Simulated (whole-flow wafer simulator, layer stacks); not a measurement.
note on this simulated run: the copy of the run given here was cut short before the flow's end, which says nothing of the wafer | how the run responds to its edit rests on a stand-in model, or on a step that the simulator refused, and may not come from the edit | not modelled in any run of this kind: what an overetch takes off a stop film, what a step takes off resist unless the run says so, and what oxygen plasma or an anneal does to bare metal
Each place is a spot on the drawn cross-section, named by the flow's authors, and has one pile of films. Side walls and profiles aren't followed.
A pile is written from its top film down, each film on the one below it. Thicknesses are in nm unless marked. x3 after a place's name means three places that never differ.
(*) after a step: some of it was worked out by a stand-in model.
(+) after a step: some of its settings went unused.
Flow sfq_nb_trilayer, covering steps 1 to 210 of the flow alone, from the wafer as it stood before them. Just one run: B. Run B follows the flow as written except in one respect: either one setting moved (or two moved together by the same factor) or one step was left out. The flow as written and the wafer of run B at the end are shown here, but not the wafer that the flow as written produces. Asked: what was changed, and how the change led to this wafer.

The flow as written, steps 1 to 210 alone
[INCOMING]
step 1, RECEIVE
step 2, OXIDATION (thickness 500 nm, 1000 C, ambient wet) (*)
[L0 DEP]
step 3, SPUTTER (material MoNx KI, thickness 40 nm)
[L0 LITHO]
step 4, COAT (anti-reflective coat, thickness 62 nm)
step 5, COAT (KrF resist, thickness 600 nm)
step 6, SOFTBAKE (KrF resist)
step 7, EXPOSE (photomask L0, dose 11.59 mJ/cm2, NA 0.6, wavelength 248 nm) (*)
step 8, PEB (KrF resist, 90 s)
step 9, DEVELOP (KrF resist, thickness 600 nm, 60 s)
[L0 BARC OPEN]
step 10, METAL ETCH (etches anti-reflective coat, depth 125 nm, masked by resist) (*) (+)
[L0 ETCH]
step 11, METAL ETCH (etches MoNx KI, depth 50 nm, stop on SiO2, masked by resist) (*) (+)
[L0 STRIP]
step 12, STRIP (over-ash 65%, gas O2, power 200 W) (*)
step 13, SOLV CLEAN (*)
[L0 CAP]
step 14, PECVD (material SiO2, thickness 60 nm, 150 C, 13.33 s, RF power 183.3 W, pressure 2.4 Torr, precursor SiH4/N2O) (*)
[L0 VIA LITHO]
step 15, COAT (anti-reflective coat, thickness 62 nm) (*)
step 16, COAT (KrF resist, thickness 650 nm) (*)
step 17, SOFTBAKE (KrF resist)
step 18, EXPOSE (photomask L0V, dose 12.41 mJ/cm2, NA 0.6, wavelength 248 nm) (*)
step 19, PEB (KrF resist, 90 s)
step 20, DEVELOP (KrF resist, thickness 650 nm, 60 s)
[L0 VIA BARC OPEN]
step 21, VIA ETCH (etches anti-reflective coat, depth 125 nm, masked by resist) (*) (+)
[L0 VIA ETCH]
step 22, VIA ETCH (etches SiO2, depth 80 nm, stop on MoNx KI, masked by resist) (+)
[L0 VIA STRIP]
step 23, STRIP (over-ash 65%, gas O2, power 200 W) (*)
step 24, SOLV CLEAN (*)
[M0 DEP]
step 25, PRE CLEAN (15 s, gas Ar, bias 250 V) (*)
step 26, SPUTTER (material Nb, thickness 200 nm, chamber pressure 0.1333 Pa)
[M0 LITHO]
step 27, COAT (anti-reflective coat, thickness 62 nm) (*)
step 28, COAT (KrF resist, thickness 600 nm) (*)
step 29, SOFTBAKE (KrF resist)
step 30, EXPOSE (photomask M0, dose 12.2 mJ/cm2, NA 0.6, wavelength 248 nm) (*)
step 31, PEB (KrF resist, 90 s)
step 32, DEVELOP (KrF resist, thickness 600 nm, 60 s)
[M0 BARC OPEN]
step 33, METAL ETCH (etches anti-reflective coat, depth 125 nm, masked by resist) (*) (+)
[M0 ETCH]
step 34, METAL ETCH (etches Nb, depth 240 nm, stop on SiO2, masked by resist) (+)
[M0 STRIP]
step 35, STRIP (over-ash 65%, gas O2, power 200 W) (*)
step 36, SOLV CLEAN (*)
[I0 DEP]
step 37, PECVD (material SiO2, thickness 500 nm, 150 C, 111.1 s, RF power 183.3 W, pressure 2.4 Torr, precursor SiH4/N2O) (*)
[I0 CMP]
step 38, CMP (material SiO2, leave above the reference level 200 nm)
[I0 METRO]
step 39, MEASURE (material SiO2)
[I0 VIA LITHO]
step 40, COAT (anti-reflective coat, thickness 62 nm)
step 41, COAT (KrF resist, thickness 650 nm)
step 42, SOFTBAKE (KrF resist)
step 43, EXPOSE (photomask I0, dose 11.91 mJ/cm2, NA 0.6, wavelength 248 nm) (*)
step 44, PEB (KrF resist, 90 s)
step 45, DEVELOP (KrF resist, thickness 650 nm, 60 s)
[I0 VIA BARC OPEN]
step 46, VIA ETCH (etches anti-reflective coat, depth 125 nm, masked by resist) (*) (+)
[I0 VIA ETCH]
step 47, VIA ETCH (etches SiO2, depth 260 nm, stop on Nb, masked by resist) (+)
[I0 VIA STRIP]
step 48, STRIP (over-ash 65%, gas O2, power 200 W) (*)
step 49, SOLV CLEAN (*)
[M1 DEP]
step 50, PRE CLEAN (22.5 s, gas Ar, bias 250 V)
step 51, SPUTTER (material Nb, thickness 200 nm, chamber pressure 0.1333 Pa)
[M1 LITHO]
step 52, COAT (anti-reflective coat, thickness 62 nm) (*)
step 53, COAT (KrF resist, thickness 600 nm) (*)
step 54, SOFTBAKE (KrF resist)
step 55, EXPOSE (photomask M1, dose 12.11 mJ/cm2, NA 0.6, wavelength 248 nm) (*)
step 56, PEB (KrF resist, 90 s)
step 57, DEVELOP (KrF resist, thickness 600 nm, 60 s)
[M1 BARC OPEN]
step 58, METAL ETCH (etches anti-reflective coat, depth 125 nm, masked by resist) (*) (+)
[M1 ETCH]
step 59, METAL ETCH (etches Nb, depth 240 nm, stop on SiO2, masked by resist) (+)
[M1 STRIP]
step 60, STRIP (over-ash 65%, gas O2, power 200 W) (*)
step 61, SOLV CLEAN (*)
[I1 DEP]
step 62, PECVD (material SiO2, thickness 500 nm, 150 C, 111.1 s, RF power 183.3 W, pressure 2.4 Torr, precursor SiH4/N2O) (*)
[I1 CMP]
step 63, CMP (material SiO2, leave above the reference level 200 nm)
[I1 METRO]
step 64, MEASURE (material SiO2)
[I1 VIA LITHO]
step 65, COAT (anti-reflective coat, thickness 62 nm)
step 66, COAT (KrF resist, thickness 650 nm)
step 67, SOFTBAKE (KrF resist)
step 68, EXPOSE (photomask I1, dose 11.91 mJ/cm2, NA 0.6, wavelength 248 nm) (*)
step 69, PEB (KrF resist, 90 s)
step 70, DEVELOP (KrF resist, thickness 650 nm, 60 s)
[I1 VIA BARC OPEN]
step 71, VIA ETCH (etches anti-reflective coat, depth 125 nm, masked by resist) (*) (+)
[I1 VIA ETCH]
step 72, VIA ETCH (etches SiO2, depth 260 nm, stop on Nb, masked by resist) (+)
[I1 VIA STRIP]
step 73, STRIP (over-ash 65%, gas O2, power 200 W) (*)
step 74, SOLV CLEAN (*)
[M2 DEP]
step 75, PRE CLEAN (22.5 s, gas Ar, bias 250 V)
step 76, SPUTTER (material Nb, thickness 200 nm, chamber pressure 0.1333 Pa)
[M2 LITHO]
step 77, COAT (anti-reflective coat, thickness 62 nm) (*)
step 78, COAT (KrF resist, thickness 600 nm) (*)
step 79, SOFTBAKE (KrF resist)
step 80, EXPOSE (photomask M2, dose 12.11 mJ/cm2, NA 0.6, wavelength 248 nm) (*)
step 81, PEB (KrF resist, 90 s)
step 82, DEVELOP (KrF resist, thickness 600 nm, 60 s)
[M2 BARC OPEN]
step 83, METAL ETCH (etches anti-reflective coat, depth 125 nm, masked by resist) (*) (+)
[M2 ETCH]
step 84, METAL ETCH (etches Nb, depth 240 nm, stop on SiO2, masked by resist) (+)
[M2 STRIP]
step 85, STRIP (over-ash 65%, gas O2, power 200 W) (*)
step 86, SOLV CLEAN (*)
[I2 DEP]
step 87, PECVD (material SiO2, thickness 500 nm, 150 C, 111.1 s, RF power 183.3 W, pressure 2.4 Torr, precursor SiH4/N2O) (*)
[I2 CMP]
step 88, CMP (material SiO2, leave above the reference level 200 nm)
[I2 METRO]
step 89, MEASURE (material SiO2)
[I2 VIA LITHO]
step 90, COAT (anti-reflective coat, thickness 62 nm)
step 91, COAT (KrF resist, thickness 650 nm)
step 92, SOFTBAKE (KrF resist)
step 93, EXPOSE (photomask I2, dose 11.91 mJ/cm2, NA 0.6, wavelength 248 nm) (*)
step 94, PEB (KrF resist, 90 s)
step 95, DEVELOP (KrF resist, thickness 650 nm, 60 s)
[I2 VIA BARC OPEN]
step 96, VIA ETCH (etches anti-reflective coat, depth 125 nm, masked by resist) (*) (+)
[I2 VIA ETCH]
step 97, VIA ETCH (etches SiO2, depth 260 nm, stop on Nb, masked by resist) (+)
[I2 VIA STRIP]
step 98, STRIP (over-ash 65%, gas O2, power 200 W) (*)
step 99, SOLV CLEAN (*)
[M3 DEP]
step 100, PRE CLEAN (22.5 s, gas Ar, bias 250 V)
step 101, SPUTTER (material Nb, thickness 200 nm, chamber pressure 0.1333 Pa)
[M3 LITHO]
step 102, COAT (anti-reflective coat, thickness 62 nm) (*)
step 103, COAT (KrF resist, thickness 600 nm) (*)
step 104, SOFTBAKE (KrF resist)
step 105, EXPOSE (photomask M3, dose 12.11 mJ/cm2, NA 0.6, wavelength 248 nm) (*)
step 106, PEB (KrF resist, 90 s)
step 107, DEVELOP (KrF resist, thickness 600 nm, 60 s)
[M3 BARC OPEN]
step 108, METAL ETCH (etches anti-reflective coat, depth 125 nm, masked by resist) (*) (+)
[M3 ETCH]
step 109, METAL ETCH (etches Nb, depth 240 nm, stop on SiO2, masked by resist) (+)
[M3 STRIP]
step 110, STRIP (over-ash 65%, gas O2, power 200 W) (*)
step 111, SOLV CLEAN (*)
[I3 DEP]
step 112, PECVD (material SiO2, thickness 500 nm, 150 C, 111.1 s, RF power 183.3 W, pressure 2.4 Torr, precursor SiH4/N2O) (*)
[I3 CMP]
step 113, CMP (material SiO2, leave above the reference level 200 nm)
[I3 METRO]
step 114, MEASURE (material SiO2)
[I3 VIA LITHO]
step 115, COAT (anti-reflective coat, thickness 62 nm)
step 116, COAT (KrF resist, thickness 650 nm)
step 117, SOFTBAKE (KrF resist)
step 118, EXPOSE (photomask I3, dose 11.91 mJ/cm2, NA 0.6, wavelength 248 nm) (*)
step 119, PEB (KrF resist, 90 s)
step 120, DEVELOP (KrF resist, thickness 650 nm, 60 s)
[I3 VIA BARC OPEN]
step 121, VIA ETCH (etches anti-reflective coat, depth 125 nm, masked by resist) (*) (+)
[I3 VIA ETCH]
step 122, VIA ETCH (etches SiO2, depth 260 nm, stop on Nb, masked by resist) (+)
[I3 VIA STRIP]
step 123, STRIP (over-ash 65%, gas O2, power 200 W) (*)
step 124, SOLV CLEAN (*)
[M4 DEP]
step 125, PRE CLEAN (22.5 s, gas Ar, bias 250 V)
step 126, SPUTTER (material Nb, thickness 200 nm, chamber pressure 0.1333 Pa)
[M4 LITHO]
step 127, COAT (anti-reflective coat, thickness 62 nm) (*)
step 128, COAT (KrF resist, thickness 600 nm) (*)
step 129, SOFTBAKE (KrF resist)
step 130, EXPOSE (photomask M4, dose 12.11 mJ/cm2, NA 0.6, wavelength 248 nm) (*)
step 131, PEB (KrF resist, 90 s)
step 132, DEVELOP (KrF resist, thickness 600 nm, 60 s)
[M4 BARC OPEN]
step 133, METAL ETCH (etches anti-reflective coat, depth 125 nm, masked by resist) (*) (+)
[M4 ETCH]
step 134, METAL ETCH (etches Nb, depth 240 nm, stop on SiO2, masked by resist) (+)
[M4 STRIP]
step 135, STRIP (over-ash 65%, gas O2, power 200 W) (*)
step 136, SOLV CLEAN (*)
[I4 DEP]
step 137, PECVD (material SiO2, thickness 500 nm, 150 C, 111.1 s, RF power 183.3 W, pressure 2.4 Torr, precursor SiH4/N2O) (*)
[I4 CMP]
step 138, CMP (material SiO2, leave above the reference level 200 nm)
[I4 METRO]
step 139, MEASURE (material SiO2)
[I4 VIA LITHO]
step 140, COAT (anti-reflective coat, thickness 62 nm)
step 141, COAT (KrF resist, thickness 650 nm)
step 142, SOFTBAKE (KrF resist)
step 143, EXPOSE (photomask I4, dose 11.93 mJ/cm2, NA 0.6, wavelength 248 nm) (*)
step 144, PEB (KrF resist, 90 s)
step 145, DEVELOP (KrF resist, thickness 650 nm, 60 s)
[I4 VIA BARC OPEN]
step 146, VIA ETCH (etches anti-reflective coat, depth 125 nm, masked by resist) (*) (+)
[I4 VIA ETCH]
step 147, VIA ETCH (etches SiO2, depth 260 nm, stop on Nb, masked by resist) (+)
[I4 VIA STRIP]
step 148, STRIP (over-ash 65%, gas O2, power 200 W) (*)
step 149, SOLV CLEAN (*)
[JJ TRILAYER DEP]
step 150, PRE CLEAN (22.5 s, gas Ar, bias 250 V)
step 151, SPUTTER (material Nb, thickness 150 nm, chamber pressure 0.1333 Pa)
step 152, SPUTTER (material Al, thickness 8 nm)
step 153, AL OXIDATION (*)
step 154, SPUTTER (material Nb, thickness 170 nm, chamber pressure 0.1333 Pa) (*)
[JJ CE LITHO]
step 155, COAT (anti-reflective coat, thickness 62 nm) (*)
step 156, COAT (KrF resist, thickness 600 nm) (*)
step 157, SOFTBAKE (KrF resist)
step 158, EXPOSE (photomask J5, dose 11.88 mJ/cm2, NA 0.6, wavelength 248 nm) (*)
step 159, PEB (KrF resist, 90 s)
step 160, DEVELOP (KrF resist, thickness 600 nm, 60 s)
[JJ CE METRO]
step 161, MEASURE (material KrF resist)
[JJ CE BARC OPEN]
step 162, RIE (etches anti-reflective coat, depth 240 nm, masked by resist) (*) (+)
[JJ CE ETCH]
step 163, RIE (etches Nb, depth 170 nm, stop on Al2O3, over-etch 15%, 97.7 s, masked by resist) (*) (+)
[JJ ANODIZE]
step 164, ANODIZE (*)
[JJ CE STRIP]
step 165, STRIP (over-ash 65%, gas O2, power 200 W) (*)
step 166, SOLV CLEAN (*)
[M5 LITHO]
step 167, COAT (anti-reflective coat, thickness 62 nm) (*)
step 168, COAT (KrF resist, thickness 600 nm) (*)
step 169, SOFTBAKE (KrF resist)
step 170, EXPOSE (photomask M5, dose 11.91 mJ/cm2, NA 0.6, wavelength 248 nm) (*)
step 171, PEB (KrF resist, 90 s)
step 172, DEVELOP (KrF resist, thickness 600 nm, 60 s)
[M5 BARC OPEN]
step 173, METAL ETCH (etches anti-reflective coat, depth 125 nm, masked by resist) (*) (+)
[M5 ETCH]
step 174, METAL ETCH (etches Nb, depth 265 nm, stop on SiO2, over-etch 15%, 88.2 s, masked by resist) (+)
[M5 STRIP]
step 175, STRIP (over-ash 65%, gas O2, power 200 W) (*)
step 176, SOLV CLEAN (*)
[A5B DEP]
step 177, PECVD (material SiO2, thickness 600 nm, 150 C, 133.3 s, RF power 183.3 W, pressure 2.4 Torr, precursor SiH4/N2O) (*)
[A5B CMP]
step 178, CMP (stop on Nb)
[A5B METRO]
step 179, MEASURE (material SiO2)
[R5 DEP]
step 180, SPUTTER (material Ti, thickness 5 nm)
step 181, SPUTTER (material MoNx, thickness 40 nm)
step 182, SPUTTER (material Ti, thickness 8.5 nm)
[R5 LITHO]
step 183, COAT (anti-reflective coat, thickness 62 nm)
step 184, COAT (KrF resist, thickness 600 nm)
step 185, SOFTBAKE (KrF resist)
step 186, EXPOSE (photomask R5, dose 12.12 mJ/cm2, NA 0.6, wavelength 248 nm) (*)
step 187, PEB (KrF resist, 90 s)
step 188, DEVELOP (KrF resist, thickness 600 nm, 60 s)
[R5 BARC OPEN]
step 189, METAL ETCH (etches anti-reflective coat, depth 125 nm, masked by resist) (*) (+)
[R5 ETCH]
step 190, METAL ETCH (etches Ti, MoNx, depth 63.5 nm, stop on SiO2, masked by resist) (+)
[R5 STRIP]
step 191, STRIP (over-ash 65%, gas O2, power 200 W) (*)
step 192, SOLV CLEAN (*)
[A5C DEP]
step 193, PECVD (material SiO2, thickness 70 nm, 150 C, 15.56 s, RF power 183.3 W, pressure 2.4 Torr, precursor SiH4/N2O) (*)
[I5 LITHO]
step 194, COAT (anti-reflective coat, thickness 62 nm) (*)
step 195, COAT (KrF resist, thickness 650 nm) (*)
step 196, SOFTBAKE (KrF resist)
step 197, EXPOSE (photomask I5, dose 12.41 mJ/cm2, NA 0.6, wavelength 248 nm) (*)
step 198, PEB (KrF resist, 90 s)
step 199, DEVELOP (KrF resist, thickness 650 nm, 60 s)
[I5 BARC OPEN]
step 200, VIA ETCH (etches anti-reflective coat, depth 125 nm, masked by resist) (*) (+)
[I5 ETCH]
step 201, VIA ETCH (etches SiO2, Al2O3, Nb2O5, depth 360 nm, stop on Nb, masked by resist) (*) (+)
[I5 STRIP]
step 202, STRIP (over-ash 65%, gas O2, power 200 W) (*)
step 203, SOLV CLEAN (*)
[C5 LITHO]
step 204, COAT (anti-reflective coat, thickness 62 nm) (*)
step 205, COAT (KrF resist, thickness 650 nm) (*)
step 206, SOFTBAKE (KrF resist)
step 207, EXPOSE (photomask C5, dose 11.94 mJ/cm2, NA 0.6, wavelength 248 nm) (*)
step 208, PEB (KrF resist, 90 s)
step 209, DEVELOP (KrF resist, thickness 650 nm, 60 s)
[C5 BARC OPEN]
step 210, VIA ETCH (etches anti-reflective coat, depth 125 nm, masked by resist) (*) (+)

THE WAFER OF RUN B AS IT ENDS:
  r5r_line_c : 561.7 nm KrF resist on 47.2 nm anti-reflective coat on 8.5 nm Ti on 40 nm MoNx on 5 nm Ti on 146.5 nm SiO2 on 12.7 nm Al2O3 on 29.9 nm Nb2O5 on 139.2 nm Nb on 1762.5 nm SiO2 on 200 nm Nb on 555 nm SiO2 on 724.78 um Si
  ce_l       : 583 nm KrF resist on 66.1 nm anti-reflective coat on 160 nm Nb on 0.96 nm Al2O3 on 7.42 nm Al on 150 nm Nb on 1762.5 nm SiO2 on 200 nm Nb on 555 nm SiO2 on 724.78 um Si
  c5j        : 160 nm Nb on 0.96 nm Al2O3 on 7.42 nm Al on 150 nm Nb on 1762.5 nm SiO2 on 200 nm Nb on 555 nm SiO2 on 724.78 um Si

The reason: step 193, PECVD: material SiO2, thickness 70 nm, 150 C, 15.56 s, RF power 183.3 W, pressure 2.4 Torr, precursor SiH4/N2O (*), was omitted.

The path from the change to this, step by step:
  step 194, COAT (anti-reflective coat, thickness 62 nm) (*)
      r5r_spacepad_l, r5r_spacepad_r: anti-reflective coat gains 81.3 (new film) (in the flow as written it would be: anti-reflective coat gains 84.4 (new film))
      r5r_line_c, r5r_line_r: anti-reflective coat gains 47.2 (new film) (in the flow as written it would be: anti-reflective coat gains 49.4 (new film))
      (as well as at 2 more places)
  step 201, VIA ETCH (etches SiO2, Al2O3, Nb2O5, depth 360 nm, stop on Nb, masked by resist) (*) (+)
      be: SiO2 loses 146.4 (all of it), Al2O3 loses 12.7 (all of it), Nb2O5 loses 29.9 (all of it) (in the flow as written it would be: SiO2 loses 216.4 (all of it), Al2O3 loses 12.7 (all of it), Nb2O5 loses 29.9 (all of it))
  step 202, STRIP (over-ash 65%, gas O2, power 200 W) (*)
      r5r_spacepad_l, r5r_spacepad_r: KrF resist loses 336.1 (all of it), anti-reflective coat loses 81.3 (all of it) (in the flow as written it would be: KrF resist loses 335.6 (all of it), anti-reflective coat loses 84.4 (all of it))
      r5r_line_c, r5r_line_r: KrF resist loses 317.2 (all of it), anti-reflective coat loses 47.2 (all of it) (in the flow as written it would be: KrF resist loses 317.5 (all of it), anti-reflective coat loses 49.4 (all of it))
      (as well as at 2 more places)
  step 204, COAT (anti-reflective coat, thickness 62 nm) (*)
      r5r_spacepad_l, r5r_spacepad_r: anti-reflective coat gains 81.3 (new film) (in the flow as written it would be: anti-reflective coat gains 84.4 (new film))
      r5r_line_c, r5r_line_r: anti-reflective coat gains 47.2 (new film) (in the flow as written it would be: anti-reflective coat gains 49.4 (new film))
      (as well as at 5 more places)
  step 205, COAT (KrF resist, thickness 650 nm) (*)
      be: KrF resist gains 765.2 (new film) (in the flow as written it would be: KrF resist gains 815.3 (new film))
